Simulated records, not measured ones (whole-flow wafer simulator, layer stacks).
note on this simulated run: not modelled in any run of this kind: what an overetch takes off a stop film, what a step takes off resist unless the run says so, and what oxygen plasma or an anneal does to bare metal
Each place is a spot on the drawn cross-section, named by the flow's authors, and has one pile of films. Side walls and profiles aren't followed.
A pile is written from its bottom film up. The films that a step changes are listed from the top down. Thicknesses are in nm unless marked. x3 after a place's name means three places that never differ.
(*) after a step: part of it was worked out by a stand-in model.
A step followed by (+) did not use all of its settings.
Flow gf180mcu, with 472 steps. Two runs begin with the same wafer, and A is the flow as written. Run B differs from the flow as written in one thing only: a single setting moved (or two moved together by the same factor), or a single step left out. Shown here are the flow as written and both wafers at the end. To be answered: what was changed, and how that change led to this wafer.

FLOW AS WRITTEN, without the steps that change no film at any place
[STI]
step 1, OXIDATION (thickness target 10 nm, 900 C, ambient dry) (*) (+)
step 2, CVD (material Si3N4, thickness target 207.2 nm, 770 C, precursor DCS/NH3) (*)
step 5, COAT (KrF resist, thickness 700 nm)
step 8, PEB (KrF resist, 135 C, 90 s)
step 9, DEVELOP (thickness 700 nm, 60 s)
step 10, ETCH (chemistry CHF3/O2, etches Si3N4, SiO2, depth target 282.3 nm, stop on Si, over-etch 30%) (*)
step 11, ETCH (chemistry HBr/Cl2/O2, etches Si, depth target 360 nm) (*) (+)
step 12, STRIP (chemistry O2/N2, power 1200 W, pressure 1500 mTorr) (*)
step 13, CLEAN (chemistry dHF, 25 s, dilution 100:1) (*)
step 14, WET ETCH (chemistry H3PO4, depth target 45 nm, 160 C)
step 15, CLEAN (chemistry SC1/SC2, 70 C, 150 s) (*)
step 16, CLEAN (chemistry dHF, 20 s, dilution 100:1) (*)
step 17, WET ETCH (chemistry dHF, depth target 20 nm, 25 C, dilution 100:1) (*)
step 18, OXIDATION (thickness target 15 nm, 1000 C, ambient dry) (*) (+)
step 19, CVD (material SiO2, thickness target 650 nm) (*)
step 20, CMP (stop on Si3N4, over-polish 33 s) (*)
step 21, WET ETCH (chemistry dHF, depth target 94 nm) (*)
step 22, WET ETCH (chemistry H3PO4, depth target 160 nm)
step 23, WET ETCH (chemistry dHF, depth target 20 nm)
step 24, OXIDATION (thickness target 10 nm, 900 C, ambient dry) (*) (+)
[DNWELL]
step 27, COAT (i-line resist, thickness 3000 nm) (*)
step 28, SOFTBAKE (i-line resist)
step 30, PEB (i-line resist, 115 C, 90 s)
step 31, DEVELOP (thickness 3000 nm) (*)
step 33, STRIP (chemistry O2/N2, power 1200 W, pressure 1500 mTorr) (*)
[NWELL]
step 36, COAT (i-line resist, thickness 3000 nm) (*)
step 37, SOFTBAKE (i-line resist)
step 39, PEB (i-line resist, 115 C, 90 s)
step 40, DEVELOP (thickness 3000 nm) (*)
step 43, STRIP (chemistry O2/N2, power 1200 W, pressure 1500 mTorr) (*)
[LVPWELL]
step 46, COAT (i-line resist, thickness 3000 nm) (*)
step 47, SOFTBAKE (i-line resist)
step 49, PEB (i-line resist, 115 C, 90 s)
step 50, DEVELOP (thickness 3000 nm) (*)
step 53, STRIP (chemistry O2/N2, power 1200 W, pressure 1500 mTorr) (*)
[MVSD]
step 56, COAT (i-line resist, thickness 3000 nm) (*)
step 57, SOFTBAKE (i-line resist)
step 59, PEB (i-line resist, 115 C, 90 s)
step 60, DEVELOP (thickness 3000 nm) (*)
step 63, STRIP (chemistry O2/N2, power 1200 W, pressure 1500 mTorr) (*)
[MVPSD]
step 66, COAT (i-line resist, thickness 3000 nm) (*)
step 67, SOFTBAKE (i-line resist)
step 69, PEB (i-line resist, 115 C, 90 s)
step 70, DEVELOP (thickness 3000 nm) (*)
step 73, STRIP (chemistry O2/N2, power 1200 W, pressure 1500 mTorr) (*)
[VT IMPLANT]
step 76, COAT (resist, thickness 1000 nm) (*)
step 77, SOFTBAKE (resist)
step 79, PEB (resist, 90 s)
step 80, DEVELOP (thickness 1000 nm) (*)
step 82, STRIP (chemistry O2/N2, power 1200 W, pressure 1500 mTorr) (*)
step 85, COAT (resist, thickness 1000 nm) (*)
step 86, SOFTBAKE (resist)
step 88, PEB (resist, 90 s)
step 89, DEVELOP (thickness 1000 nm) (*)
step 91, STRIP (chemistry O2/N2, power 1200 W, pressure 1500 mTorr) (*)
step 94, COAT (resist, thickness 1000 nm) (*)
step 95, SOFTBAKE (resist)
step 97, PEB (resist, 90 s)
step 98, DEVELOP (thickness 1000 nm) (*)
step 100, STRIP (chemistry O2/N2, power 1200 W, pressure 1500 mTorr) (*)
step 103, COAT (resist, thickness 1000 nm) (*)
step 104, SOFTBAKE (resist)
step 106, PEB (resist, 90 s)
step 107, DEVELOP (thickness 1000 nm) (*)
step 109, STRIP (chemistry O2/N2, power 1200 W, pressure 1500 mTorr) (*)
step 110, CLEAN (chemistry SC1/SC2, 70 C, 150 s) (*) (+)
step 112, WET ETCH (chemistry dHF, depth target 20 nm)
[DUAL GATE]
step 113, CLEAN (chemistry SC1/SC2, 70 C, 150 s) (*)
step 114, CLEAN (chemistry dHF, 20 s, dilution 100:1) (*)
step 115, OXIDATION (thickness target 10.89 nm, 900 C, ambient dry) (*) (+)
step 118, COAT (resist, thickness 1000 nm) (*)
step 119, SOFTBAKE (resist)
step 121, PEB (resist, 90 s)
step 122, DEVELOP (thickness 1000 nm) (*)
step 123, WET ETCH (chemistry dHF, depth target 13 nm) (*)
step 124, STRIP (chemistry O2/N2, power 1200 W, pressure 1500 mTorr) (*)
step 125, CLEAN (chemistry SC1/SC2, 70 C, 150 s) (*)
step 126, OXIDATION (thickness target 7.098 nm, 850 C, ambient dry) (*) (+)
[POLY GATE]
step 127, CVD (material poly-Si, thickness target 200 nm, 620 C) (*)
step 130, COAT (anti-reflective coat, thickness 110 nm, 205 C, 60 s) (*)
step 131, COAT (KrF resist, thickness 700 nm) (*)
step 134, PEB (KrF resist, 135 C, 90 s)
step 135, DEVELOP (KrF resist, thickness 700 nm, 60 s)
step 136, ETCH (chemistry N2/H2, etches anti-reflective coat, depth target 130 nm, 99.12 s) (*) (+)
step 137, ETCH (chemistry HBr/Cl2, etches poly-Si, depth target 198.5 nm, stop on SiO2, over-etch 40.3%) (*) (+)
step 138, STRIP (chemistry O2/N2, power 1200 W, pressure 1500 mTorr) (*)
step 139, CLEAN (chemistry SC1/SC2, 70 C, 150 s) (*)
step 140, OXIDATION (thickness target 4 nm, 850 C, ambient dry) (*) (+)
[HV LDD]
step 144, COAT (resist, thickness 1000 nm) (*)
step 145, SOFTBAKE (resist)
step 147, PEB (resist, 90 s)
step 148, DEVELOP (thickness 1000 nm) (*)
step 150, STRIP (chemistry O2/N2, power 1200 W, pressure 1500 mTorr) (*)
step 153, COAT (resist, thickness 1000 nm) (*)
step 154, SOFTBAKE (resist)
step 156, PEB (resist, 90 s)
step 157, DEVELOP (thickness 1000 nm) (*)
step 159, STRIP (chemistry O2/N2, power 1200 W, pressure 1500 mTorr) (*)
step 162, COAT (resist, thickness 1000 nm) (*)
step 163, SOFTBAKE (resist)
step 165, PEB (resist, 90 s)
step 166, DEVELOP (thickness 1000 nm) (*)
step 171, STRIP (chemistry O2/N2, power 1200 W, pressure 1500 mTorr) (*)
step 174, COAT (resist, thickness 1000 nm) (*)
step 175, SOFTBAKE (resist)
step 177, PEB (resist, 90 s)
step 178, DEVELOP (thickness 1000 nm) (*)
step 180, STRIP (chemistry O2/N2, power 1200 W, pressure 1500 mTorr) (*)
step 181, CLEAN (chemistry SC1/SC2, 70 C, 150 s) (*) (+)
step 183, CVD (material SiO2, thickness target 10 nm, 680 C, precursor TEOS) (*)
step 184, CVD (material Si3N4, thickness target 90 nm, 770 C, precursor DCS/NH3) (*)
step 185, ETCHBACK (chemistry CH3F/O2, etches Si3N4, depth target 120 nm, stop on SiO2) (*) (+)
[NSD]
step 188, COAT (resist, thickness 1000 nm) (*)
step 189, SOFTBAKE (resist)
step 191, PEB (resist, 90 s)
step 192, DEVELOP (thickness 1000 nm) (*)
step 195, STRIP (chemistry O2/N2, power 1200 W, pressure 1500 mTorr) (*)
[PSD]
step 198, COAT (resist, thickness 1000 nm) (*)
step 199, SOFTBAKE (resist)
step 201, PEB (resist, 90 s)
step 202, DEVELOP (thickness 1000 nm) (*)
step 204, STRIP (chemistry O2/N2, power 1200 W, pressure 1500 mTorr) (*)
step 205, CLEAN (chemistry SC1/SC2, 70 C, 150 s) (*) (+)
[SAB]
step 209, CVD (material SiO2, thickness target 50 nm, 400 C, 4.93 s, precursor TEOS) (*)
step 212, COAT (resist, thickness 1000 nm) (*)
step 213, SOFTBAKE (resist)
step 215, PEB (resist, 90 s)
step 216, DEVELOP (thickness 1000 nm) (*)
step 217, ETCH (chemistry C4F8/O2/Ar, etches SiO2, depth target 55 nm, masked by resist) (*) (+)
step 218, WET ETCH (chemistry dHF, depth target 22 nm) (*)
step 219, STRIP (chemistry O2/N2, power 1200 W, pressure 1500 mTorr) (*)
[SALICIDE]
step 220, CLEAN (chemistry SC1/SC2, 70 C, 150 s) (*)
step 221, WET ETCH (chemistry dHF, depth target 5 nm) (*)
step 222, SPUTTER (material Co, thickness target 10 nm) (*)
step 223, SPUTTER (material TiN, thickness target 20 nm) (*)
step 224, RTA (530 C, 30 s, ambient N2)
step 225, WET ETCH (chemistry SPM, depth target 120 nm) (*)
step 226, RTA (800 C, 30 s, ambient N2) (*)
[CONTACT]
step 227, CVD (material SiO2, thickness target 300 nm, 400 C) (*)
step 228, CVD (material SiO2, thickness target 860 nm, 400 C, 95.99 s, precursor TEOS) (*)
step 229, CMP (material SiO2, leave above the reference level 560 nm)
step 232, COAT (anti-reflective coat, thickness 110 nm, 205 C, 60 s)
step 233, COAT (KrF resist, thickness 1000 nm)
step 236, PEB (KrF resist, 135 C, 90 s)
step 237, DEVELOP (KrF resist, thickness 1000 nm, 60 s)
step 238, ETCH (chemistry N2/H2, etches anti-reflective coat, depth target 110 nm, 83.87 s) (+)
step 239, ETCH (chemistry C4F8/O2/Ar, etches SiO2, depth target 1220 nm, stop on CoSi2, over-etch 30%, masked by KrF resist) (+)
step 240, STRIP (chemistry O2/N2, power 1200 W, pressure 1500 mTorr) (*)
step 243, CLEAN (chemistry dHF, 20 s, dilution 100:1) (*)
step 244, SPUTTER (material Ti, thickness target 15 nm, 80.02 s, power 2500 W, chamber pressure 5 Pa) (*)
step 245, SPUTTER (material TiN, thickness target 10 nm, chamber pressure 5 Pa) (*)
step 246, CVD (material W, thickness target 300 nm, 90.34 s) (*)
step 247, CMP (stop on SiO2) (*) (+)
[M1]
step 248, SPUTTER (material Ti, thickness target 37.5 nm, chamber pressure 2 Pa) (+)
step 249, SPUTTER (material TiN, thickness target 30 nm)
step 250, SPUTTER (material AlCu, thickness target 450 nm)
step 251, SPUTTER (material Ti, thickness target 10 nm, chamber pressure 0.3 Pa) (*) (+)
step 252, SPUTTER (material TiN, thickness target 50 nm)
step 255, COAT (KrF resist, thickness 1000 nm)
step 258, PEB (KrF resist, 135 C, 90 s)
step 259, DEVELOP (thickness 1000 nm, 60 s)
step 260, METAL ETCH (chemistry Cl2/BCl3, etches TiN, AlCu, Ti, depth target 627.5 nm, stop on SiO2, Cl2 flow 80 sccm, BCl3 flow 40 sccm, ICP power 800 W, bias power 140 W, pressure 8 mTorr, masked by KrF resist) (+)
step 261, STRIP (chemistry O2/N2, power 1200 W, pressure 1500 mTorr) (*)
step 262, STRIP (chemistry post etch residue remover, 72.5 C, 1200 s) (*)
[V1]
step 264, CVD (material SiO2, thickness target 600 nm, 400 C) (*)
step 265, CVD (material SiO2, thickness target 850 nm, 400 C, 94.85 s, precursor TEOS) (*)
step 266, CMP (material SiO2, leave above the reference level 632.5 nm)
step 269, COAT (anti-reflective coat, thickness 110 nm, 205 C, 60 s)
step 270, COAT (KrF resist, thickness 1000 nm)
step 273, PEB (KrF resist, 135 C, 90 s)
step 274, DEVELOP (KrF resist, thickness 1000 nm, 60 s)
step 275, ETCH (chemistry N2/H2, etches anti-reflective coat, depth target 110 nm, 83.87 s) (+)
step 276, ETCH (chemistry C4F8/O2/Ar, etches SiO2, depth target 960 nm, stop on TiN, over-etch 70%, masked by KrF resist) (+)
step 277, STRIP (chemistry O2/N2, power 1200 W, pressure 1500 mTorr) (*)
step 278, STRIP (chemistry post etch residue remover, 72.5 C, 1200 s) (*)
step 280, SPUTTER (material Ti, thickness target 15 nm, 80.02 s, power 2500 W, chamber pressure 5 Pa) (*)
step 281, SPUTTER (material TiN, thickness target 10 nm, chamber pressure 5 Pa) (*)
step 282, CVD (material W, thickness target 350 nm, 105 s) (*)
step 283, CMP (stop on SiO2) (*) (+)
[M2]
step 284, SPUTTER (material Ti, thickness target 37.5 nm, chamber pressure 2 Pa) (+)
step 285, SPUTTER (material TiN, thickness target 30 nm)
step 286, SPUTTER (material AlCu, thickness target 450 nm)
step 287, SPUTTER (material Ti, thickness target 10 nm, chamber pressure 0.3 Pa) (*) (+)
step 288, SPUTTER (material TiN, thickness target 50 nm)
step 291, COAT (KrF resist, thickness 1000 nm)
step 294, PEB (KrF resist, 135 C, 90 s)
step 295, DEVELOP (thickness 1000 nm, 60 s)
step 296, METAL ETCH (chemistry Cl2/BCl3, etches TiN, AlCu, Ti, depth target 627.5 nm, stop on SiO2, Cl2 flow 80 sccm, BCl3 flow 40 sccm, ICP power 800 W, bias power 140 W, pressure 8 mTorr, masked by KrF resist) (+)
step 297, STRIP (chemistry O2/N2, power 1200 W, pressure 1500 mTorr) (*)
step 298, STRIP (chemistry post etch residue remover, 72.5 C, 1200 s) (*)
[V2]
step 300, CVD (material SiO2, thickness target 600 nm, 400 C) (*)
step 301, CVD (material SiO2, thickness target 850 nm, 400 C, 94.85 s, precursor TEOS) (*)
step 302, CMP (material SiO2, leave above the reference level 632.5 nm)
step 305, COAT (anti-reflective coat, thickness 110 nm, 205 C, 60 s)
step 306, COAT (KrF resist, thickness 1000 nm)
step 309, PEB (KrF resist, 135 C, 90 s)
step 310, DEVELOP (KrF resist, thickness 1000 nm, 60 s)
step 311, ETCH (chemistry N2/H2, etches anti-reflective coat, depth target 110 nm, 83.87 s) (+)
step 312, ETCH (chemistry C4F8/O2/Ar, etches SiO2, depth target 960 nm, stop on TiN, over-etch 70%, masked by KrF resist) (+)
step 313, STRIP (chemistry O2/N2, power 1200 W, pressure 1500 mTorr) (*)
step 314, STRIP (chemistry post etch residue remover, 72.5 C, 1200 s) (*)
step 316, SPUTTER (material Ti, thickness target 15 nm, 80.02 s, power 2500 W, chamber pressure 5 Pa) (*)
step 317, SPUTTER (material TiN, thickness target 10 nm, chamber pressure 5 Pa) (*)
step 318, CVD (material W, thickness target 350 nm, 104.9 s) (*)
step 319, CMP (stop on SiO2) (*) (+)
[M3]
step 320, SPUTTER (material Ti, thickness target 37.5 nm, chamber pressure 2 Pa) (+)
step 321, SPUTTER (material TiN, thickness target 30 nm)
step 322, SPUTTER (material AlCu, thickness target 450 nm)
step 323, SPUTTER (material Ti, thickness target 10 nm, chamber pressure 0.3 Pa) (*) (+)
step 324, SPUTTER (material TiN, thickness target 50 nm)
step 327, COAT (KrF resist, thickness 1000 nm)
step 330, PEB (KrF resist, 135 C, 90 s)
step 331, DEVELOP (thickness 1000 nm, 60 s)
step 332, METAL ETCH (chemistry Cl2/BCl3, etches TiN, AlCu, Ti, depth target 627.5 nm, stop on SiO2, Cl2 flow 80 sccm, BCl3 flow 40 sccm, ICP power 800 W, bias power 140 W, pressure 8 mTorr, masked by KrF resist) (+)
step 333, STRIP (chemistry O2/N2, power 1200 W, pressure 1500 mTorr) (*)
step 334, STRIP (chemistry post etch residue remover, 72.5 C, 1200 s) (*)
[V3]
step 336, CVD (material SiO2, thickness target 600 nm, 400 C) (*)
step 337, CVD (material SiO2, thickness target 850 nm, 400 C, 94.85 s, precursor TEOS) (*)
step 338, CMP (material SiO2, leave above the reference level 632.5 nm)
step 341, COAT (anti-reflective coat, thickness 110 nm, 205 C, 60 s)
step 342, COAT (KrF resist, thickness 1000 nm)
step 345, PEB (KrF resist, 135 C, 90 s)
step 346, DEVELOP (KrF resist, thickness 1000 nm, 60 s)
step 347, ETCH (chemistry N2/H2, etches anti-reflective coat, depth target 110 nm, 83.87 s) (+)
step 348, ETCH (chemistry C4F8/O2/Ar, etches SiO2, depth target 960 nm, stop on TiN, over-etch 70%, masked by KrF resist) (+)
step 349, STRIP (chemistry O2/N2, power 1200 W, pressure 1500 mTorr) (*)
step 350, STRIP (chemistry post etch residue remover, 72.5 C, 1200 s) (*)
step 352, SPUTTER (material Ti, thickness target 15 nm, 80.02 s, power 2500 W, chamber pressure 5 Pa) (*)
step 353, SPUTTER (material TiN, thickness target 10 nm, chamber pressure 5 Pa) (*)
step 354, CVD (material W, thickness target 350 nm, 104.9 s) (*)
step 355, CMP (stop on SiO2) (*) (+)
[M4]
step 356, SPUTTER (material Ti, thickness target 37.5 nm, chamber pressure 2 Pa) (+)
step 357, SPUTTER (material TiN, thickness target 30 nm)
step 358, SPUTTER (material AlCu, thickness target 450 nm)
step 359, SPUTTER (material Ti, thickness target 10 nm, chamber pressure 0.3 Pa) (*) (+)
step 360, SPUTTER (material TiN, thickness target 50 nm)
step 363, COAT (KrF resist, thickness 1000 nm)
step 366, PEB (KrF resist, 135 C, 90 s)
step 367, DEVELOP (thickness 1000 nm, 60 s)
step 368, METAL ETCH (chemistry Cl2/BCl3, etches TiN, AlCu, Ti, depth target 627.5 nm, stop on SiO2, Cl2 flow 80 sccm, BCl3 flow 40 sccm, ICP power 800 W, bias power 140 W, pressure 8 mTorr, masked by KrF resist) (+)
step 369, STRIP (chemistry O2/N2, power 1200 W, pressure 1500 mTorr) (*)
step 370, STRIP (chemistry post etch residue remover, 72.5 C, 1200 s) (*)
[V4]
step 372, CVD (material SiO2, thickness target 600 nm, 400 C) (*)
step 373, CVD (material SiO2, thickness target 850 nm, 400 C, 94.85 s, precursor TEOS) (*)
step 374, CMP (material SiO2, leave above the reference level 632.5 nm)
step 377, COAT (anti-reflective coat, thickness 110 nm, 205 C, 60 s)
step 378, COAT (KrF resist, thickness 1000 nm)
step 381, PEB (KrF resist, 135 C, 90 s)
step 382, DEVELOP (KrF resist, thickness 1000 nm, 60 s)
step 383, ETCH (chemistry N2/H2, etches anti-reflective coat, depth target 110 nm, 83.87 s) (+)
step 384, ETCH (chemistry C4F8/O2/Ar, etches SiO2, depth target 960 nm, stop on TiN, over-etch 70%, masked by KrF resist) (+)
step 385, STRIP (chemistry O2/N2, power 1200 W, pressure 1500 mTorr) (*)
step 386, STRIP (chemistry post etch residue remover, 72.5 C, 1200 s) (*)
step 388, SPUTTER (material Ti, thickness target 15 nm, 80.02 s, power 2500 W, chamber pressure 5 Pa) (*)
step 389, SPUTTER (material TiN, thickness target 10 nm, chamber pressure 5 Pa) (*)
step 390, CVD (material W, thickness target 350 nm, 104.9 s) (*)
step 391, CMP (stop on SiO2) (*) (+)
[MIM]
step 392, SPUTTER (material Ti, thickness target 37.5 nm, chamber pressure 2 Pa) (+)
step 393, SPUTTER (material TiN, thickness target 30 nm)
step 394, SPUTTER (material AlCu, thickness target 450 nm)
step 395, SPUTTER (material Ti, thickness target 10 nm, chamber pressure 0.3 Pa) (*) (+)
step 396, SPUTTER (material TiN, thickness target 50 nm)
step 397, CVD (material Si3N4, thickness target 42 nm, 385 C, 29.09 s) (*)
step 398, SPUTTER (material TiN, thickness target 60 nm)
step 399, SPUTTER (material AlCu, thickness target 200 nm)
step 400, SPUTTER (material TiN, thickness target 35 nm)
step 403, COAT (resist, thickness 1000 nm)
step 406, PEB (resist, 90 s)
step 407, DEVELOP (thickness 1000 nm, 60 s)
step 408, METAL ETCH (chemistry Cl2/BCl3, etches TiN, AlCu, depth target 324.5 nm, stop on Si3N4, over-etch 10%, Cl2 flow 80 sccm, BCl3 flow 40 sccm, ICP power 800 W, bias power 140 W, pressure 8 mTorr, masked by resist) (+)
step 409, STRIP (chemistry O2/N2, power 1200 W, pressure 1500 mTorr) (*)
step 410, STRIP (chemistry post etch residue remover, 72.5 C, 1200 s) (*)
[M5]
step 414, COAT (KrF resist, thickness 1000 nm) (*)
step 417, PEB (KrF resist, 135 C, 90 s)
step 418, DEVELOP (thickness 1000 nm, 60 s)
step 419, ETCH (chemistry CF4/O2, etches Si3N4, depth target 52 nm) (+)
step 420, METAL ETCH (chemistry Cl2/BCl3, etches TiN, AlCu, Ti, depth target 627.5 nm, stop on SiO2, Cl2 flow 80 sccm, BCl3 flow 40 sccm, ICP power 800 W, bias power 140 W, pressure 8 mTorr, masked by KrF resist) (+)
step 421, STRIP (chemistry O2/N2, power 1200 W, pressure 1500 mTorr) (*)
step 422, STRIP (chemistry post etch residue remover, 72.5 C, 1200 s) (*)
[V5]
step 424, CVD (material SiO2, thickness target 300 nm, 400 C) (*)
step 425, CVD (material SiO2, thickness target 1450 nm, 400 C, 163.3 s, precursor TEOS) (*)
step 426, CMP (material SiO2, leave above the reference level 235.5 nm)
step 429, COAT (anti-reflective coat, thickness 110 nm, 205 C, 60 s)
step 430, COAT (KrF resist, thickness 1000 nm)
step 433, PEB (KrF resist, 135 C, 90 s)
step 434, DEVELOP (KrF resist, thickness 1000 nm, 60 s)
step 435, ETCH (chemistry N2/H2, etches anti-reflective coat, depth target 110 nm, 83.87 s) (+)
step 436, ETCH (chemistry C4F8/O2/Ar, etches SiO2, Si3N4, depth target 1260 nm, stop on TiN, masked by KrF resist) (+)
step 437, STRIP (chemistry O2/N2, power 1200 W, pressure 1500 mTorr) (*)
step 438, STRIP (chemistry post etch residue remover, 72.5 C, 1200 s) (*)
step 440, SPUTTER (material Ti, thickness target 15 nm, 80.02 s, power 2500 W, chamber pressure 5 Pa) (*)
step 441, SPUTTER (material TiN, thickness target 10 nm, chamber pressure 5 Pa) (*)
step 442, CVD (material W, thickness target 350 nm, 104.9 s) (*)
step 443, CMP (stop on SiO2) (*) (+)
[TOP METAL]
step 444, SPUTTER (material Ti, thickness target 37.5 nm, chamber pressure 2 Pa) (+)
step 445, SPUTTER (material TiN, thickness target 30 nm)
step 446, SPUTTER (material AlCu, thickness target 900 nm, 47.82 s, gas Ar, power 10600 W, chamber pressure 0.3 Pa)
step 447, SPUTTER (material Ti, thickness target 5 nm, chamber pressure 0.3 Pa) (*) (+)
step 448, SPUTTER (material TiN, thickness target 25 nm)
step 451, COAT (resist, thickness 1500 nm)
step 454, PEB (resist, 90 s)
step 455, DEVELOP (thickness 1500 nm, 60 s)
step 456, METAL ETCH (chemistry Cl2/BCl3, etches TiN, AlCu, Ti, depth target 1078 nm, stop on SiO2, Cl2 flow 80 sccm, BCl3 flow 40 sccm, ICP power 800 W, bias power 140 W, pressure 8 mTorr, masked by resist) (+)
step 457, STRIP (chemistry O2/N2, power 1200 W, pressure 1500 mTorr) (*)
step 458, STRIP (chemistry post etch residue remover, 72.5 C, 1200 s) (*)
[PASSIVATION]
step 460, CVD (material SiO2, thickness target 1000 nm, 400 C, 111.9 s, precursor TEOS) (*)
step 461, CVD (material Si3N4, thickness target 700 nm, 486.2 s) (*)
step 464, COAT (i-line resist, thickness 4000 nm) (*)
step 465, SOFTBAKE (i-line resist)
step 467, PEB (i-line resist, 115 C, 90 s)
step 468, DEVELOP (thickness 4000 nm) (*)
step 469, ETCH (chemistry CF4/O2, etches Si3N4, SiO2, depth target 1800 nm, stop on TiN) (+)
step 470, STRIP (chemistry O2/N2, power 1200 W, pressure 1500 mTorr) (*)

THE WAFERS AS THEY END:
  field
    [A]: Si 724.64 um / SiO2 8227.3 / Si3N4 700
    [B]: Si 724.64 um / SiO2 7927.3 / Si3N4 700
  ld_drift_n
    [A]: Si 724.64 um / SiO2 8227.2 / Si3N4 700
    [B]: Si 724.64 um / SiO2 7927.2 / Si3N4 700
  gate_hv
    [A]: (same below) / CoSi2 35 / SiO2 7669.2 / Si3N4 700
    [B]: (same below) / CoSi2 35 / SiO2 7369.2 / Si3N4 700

Cause: step 424, CVD: material SiO2, thickness target 300 nm, 400 C (*), was not run.

The path from the change to this, step by step:
  step 425, CVD (material SiO2, thickness target 1450 nm, 400 C, 163.3 s, precursor TEOS) (*)
      field__w4, field__w8, contact, m1, m1__w1, mim, mim_1p0, m1_nw: A SiO2 gains 1450 | B SiO2 gains 1450 (new film)
  step 436, ETCH (chemistry C4F8/O2/Ar, etches SiO2, Si3N4, depth target 1260 nm, stop on TiN, masked by KrF resist) (+)
      field, field__w1, field__w2 and 108 more: A KrF resist loses 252 | B KrF resist loses 171.2
      contact: A SiO2 loses 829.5 (all of it), Si3N4 loses 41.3 (all of it) | B SiO2 loses 529.5 (all of it), Si3N4 loses 41.3 (all of it)
  step 437, STRIP (chemistry O2/N2, power 1200 W, pressure 1500 mTorr) (*)
      field, field__w1, field__w2 and 108 more: A KrF resist loses 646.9 (all of it), anti-reflective coat loses 110 (all of it) | B KrF resist loses 727.7 (all of it), anti-reflective coat loses 110 (all of it)
  step 440, SPUTTER (material Ti, thickness target 15 nm, 80.02 s, power 2500 W, chamber pressure 5 Pa) (*)
      contact: A Ti gains 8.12 (new film) | B Ti gains 9.66 (new film)
  step 441, SPUTTER (material TiN, thickness target 10 nm, chamber pressure 5 Pa) (*)
      contact: A TiN gains 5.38 (new film) | B TiN gains 6.41 (new film)
  step 442, CVD (material W, thickness target 350 nm, 104.9 s) (*)
      contact: A W gains 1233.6 (new film) | B W gains 931 (new film)
